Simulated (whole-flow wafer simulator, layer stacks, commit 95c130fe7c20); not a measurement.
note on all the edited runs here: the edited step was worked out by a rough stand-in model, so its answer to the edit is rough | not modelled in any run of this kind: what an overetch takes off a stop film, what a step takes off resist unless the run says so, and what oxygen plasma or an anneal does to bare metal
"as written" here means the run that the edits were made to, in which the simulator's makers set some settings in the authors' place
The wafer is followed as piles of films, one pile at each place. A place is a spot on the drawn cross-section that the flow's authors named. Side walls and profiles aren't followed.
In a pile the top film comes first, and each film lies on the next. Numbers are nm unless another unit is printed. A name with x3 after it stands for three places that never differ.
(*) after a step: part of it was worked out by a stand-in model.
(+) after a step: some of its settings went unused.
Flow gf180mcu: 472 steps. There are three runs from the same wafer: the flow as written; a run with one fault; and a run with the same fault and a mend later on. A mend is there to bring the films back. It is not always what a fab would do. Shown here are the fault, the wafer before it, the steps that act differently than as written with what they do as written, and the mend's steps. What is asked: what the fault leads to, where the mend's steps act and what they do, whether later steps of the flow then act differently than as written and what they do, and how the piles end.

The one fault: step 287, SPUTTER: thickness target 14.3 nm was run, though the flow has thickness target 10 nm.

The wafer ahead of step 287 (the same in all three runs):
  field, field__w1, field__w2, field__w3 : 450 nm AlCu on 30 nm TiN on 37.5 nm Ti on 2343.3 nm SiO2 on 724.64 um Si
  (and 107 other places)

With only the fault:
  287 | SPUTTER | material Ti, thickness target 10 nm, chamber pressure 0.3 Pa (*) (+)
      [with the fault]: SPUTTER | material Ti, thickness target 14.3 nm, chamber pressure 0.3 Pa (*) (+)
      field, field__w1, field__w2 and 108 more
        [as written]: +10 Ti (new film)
        [with the fault]: +14.3 Ti (new film)
  Steps further on in the flow that do not act as written (5 other steps are not shown; they differ only slightly, by no more than 2% or 0.5 nm, whichever is larger):
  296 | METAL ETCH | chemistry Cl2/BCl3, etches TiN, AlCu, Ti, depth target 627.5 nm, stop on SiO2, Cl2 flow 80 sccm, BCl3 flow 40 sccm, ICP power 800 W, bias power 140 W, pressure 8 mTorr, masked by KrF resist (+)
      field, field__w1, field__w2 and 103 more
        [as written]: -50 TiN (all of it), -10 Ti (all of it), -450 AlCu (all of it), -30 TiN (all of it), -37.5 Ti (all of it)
        [with the fault]: -50 TiN (all of it), -14.3 Ti (all of it), -450 AlCu (all of it), -30 TiN (all of it), -37.5 Ti (all of it)
  At field__w8, contact, m1, m1__w1, m1_nw, the piles at the end differ from the flow's by more than 2% or 0.5 nm, whichever is larger.
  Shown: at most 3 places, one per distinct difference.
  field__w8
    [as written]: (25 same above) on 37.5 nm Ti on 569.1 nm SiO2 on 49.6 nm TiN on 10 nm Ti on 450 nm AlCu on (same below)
    [with the fault]: (25 same above) on 37.5 nm Ti on 564.8 nm SiO2 on 49.6 nm TiN on 14.3 nm Ti on 450 nm AlCu on (same below)
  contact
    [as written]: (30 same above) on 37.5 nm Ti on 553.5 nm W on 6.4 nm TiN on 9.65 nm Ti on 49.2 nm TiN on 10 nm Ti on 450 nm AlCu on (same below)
    [with the fault]: (30 same above) on 37.5 nm Ti on 549.2 nm W on 6.42 nm TiN on 9.68 nm Ti on 49.2 nm TiN on 14.3 nm Ti on 450 nm AlCu on (same below)

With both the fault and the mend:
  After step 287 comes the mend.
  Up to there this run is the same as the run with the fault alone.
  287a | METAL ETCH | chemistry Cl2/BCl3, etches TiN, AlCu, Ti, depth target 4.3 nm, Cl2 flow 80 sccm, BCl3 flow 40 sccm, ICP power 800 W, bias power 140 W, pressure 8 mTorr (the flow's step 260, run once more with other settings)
      field, field__w1, field__w2 and 108 more
        -4.3 Ti
  None of the later steps of the flow acts differently than as written at any place that is followed.
  By the end, the piles equal the flow's at every place that both follow.
